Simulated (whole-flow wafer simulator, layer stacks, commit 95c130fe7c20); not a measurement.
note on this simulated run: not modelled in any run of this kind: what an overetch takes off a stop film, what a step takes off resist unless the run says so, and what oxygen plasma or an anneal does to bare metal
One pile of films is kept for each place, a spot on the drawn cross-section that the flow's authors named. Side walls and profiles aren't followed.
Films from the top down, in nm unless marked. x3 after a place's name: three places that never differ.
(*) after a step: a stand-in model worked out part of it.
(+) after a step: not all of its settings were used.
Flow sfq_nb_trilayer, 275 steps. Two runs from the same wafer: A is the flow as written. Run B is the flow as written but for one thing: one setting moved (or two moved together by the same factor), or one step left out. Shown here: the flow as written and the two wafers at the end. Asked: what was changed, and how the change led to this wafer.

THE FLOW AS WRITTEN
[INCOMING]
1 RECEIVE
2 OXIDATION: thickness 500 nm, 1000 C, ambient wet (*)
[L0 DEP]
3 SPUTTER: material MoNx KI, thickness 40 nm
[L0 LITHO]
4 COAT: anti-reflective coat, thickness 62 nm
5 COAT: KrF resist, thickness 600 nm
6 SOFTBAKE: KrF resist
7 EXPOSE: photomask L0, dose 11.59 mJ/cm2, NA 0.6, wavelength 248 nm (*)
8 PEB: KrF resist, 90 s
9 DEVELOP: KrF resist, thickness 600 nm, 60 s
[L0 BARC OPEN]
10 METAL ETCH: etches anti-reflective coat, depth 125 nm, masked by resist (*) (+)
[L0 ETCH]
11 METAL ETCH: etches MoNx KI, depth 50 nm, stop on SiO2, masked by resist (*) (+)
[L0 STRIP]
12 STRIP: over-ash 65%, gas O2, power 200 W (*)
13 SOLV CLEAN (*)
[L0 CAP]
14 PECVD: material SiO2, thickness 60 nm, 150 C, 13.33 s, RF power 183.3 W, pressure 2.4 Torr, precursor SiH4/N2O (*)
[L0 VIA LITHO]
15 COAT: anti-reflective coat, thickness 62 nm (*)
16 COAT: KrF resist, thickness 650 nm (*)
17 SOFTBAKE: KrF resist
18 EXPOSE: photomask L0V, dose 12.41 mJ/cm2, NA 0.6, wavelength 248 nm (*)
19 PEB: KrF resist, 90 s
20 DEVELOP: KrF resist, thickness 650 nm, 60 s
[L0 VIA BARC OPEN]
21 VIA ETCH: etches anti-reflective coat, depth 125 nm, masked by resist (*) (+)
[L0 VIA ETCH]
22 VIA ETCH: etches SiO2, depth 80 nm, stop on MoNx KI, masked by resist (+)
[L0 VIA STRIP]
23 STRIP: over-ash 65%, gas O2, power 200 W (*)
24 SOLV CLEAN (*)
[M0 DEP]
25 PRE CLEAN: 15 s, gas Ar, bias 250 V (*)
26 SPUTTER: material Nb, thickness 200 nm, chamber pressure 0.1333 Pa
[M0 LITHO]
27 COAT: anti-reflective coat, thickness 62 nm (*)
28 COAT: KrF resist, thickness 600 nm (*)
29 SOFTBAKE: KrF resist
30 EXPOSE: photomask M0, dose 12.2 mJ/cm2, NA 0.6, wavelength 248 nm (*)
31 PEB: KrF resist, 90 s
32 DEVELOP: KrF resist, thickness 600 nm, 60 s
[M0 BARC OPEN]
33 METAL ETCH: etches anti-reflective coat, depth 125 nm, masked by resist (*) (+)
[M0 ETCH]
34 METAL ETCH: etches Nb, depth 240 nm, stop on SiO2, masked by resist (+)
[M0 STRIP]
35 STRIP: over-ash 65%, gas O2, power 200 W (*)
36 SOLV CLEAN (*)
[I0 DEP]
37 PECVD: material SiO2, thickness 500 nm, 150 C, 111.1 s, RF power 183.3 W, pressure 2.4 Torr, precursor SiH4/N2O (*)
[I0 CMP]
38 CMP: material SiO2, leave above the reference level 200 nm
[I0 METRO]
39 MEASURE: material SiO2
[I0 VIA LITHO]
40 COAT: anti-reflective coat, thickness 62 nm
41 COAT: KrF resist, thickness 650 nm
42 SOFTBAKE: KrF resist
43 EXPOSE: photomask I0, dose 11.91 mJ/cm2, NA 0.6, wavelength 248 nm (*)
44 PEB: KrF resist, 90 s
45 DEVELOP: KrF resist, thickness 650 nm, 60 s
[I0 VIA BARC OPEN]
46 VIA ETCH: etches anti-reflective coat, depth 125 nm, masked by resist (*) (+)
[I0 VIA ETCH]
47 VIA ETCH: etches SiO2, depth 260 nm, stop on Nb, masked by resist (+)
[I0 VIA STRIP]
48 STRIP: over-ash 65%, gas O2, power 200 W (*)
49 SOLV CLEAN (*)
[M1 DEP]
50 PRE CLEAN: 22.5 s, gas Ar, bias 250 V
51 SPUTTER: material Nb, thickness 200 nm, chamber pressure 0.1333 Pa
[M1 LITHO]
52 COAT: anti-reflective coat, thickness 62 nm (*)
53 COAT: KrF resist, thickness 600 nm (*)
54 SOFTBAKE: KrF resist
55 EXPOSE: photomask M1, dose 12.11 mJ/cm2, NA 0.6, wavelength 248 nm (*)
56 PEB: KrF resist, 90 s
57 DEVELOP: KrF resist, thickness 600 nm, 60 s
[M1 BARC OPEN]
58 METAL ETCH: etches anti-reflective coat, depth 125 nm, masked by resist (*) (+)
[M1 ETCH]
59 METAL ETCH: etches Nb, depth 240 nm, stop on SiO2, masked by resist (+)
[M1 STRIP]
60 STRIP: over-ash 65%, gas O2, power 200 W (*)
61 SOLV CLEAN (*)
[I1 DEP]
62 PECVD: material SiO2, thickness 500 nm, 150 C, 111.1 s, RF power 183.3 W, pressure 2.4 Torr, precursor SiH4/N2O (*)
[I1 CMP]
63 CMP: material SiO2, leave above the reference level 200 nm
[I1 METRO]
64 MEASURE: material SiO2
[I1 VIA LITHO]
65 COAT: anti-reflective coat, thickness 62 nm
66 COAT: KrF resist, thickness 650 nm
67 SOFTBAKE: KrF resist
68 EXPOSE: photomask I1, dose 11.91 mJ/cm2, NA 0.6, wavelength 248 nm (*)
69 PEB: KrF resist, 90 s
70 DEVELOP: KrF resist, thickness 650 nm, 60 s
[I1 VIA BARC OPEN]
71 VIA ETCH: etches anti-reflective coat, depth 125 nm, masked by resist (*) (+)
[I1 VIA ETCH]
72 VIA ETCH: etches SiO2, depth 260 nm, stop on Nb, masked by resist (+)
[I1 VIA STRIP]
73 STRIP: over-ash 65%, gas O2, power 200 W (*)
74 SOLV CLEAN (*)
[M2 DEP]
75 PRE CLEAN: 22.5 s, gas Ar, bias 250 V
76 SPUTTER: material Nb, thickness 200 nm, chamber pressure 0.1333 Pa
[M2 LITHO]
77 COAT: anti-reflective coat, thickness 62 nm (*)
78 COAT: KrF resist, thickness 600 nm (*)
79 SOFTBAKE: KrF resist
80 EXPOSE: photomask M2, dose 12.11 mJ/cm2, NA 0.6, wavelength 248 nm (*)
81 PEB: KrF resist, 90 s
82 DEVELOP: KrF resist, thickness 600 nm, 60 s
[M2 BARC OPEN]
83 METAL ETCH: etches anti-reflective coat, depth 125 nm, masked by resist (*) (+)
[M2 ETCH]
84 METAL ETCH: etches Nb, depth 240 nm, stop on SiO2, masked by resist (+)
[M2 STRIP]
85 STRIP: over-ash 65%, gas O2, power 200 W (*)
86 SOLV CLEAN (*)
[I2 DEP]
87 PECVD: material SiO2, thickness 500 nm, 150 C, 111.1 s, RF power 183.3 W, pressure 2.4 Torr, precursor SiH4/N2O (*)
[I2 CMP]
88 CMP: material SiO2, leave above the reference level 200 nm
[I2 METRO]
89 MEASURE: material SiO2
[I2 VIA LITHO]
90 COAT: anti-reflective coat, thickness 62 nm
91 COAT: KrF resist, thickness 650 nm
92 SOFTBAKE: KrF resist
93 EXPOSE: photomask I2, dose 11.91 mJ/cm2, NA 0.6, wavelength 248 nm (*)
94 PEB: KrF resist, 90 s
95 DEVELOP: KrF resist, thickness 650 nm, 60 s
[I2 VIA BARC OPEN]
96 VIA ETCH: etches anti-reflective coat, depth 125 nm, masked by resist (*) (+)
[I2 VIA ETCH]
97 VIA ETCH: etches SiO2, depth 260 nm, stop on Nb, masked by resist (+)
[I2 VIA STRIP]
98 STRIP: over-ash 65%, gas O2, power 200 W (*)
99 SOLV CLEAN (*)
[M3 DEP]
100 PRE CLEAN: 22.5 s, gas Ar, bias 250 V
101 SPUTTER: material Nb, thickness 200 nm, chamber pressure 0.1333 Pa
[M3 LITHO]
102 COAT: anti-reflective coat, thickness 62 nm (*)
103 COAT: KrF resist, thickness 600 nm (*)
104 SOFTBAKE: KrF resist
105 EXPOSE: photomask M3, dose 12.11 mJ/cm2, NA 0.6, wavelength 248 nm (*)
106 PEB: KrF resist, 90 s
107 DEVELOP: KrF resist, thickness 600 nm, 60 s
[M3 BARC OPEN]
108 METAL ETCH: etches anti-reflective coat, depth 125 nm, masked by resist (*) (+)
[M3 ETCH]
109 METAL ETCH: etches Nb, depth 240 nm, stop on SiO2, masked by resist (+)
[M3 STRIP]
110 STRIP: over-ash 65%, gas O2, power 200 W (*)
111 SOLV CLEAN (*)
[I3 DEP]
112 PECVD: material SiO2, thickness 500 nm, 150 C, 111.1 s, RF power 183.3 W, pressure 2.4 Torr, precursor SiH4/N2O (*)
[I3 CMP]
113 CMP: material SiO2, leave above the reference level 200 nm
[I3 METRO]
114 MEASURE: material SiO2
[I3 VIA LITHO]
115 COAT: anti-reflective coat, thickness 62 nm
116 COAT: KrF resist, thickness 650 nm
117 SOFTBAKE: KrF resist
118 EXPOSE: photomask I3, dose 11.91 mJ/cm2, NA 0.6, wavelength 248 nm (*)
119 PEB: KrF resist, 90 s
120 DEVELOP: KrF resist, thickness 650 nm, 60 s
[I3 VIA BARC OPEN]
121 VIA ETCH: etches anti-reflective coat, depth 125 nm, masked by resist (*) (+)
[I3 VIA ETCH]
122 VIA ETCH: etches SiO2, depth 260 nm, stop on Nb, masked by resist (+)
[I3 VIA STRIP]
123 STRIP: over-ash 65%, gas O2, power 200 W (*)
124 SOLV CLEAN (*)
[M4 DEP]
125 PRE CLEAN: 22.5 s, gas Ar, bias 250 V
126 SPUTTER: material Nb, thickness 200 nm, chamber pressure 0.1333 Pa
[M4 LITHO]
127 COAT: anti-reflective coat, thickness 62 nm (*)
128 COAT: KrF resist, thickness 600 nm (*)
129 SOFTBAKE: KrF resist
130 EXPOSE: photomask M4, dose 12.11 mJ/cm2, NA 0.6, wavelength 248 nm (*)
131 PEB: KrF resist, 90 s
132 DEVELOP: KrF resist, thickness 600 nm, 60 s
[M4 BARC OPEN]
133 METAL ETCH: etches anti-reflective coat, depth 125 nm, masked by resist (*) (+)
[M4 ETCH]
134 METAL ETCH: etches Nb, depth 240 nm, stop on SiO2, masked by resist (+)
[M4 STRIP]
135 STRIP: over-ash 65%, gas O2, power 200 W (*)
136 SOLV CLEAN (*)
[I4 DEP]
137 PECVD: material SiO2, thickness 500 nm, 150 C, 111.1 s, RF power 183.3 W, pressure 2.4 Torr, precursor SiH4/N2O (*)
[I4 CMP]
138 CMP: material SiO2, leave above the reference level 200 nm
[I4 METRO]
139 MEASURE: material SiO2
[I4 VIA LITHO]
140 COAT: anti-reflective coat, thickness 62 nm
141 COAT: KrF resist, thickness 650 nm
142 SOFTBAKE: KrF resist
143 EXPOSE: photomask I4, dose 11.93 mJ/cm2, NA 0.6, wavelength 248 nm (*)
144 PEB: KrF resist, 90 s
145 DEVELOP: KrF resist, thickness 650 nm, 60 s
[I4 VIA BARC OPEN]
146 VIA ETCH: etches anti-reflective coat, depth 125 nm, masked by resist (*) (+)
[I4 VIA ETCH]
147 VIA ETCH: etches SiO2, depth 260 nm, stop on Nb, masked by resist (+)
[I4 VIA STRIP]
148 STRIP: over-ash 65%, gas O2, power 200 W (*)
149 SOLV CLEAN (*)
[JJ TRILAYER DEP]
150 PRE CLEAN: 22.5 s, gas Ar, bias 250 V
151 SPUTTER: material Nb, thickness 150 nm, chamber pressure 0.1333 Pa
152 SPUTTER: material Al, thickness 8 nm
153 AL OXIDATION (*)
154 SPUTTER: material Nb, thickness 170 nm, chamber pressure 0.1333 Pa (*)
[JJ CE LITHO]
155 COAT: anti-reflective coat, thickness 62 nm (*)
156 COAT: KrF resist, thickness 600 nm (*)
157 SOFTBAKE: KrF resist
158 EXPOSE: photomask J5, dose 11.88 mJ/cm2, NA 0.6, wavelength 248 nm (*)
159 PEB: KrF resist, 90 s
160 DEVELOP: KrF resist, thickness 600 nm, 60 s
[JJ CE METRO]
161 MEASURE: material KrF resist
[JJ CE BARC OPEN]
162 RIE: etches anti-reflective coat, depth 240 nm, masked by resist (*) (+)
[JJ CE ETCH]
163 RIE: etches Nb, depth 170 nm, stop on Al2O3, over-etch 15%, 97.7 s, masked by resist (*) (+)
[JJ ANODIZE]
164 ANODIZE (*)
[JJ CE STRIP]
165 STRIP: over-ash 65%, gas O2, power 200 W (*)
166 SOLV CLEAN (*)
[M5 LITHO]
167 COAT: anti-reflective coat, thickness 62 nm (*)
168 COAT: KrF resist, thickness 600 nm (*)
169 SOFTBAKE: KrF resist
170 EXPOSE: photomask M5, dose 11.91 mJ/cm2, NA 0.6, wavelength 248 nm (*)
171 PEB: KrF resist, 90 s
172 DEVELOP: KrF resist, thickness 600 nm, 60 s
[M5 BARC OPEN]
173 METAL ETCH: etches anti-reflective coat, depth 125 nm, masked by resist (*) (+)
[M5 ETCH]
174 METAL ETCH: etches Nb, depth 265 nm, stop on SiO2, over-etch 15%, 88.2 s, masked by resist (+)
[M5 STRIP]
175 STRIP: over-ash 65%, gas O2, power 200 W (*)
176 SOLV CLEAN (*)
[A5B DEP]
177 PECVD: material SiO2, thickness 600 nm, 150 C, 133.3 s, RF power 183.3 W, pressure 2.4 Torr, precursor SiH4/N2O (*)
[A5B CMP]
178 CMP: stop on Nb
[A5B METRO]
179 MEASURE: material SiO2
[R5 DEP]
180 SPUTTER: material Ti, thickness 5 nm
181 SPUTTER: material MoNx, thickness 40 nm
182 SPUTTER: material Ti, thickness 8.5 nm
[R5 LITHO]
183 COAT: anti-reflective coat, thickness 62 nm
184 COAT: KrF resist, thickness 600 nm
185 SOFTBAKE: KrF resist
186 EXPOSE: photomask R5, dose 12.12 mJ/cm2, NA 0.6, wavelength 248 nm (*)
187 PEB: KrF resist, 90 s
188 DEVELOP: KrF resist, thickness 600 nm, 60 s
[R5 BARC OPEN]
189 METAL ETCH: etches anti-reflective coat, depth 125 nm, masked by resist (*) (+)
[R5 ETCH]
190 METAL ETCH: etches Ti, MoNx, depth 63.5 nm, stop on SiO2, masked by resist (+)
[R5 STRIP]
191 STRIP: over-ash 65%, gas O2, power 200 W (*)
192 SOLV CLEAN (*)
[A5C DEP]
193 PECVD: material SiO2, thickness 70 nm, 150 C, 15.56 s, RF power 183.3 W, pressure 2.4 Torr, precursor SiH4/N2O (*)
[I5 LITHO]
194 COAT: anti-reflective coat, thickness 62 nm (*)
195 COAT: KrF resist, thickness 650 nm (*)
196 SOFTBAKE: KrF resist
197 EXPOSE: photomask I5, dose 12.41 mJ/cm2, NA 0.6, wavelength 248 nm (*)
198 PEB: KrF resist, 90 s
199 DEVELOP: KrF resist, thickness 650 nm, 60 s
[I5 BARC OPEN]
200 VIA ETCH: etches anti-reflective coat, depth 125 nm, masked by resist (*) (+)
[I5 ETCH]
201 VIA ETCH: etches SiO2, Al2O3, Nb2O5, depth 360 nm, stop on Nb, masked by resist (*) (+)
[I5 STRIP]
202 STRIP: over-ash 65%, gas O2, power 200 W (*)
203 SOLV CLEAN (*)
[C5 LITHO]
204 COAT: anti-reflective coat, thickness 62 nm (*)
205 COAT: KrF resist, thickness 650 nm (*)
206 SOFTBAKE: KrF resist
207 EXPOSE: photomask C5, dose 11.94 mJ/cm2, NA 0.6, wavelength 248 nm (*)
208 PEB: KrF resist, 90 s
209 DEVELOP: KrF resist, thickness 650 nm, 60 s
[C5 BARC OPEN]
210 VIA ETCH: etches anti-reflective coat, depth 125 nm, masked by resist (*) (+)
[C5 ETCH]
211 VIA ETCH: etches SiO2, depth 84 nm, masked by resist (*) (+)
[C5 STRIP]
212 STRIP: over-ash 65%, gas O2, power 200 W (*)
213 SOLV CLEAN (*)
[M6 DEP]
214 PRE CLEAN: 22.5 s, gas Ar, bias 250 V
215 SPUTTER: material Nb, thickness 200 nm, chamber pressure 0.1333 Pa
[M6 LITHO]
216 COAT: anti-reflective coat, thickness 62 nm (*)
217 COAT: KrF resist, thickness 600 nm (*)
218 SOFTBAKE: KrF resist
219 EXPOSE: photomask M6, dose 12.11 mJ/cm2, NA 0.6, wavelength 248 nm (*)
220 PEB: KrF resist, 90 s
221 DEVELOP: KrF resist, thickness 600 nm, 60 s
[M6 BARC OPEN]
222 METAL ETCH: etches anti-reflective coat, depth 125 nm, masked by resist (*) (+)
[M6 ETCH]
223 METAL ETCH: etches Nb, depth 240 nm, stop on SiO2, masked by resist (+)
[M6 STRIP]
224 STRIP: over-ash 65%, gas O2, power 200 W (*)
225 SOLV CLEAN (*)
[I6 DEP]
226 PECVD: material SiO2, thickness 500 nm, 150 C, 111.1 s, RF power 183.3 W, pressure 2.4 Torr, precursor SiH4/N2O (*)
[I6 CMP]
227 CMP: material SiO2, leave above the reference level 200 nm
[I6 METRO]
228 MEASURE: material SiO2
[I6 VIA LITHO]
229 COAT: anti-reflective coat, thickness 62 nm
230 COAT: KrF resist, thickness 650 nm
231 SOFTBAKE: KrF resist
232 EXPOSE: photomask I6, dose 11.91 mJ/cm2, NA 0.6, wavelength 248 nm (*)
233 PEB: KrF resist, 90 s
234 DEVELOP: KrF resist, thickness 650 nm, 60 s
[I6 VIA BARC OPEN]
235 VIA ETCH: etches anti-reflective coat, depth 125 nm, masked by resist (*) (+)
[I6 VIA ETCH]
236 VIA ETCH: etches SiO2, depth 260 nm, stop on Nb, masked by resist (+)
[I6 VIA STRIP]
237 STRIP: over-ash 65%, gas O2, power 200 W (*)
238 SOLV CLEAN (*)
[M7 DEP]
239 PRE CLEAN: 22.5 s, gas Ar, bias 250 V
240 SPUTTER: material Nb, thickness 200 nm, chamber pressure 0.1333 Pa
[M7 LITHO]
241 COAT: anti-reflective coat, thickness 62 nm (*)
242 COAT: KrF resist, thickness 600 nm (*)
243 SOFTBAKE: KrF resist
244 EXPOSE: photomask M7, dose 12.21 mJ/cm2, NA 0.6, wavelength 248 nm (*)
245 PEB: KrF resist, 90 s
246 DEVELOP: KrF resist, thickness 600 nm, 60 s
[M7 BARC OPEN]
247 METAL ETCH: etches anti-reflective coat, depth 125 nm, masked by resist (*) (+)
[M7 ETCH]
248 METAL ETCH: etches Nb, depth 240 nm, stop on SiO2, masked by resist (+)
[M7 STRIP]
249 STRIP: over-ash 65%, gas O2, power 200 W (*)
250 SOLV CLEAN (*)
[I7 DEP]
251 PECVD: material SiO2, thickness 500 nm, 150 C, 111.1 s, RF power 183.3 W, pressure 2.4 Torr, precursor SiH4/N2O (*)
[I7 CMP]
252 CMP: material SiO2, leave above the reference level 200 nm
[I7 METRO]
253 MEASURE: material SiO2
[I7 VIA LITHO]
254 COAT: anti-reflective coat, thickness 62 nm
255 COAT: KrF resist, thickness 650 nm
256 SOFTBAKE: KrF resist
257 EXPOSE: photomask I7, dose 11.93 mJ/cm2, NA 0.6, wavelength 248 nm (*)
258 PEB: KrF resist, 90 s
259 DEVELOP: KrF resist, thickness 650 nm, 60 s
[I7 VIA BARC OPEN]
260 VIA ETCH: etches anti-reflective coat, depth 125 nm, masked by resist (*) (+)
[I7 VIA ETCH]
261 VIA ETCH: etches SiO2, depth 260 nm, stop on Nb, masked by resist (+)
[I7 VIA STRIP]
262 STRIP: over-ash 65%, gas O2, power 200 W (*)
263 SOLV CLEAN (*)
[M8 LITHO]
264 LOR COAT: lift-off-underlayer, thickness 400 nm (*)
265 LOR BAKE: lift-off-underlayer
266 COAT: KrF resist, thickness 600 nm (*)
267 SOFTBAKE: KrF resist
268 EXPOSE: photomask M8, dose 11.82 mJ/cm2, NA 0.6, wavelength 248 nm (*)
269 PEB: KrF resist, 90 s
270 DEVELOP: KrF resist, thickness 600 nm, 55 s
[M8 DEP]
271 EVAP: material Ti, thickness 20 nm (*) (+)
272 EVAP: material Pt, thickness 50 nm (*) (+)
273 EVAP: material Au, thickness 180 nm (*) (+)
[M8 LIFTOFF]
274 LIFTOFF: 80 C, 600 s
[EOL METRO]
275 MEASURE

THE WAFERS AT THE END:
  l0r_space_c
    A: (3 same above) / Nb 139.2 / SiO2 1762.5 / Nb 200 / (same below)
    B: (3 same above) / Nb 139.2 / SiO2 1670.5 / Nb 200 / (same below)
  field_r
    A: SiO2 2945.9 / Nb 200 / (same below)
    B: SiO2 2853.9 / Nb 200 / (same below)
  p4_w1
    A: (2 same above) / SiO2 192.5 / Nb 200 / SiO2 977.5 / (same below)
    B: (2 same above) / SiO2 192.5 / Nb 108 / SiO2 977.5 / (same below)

The cause: step 101, SPUTTER: thickness 108 nm was run, where the flow has thickness 200 nm.
It can be read off the wafer: p4_w1 has Nb 108, and step 101 as written asks for 200 nm.

How the change led to this, step by step:
  101 SPUTTER: material Nb, thickness 200 nm, chamber pressure 0.1333 Pa
      field_l, v_sur, via_wl and 102 more: A Nb +200 (new film) | B Nb +108 (new film)
      via_w: A Nb +165.5 | B Nb +89
  102 COAT: anti-reflective coat, thickness 62 nm (*)
      via_wl, via_wr: A anti-reflective coat +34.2 (new film) | B anti-reflective coat +32.8 (new film)
      via_w: A anti-reflective coat +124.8 (new film) | B anti-reflective coat +120.2 (new film)
  109 METAL ETCH: etches Nb, depth 240 nm, stop on SiO2, masked by resist (+)
      field_l, be, be_sur and 72 more: A Nb -200 (all of it) | B Nb -108 (all of it)
      v_sur, via_wl, via_w and 28 more: A KrF resist -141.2 | B KrF resist -95.3
  110 STRIP: over-ash 65%, gas O2, power 200 W (*)
      p4_w1, p4_w2, p4_w3 and 21 more: A KrF resist -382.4 (all of it), anti-reflective coat -62 (all of it) | B KrF resist -428.3 (all of it), anti-reflective coat -62 (all of it)
      via_wl, via_wr: A KrF resist -384.2 (all of it), anti-reflective coat -34.2 (all of it) | B KrF resist -432.5 (all of it), anti-reflective coat -32.8 (all of it)
      (and at 5 more places)
  112 PECVD: material SiO2, thickness 500 nm, 150 C, 111.1 s, RF power 183.3 W, pressure 2.4 Torr, precursor SiH4/N2O (*)
      p4_g1, p4_g2, p3_s0, p3_s1, p3_s2, p3_s3, p3_s4, p3_s5: A SiO2 +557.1 | B SiO2 +500
      via_w: A SiO2 +615 (new film) | B SiO2 +589.5 (new film)
  113 CMP: material SiO2, leave above the reference level 200 nm
      field_l, be, be_sur and 64 more: A SiO2 -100 | B SiO2 -192
      p4_g1, p4_g2, p3_s0, p3_s1, p3_s2, p3_s3, p3_s4, p3_s5: A SiO2 -157.1 | B SiO2 -192
      (and at 1 more place)
